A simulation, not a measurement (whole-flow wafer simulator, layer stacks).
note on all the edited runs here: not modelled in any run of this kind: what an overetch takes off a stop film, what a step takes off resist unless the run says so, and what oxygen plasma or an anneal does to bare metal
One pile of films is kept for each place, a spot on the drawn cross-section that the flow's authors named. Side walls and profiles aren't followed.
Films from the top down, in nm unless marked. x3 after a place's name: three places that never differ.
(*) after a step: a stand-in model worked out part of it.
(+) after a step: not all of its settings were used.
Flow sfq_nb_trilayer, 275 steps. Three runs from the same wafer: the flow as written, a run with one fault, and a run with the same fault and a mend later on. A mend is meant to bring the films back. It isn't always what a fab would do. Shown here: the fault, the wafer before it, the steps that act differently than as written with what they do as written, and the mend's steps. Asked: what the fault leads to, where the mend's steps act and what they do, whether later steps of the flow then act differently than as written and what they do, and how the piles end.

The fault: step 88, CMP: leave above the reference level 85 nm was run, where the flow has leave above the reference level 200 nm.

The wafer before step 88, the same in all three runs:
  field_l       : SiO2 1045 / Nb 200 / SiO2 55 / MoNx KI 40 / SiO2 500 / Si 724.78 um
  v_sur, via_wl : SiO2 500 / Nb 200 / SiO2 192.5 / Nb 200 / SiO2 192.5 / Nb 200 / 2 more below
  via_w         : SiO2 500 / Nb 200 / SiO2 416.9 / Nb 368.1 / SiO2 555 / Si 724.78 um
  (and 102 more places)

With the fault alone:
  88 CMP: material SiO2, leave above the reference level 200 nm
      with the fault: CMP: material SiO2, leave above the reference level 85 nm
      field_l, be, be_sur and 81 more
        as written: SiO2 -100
        with the fault: SiO2 -215
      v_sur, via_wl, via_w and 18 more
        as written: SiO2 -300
        with the fault: SiO2 -415
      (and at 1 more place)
  Later steps of the flow that act differently than as written (3 more steps differ only slightly, by at most 2% or 0.5 nm, whichever is larger, and aren't shown):
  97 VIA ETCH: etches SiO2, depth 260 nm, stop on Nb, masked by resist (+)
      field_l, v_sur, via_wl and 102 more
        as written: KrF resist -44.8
        with the fault: KrF resist -21.9
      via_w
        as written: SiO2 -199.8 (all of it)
        with the fault: SiO2 -84.8 (all of it)
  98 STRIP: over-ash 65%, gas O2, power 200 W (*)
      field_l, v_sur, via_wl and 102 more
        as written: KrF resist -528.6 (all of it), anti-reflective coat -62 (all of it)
        with the fault: KrF resist -551.5 (all of it), anti-reflective coat -62 (all of it)
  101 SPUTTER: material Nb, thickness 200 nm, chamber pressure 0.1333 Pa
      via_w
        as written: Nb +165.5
        with the fault: Nb +191.1
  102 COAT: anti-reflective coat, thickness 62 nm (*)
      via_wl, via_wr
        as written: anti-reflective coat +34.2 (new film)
        with the fault: anti-reflective coat +38.9 (new film)
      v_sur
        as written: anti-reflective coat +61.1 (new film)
        with the fault: anti-reflective coat +58 (new film)
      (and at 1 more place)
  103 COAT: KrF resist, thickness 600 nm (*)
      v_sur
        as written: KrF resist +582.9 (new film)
        with the fault: KrF resist +595.6 (new film)
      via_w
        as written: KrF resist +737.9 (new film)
        with the fault: KrF resist +642.9 (new film)
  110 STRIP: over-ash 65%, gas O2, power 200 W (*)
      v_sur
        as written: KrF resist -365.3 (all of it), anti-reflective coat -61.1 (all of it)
        with the fault: KrF resist -378 (all of it), anti-reflective coat -58 (all of it)
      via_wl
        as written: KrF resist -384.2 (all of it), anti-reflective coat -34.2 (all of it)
        with the fault: KrF resist -393.8 (all of it), anti-reflective coat -38.9 (all of it)
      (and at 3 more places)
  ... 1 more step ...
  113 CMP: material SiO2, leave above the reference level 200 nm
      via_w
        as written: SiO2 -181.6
        with the fault: SiO2 -207.1
  At the end the piles differ from the flow's by more than 2% or 0.5 nm, whichever is larger, at field_l, v_sur, via_wl and 103 more.
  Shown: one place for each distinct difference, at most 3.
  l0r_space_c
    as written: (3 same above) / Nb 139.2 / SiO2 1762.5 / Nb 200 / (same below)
    with the fault: (3 same above) / Nb 139.2 / SiO2 1647.5 / Nb 200 / (same below)
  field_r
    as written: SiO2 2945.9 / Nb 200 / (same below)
    with the fault: SiO2 2830.9 / Nb 200 / (same below)
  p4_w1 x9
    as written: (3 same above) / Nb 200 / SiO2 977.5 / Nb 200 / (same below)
    with the fault: (3 same above) / Nb 200 / SiO2 862.5 / Nb 200 / (same below)

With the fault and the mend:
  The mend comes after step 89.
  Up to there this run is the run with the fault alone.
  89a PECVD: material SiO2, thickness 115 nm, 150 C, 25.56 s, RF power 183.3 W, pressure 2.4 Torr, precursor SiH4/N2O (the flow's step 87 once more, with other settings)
      field_l, v_sur, via_wl and 103 more
        SiO2 +115
  No later step of the flow acts differently than as written at any place that is followed.
  At the end the piles are the same as the flow's at every place that both follow.
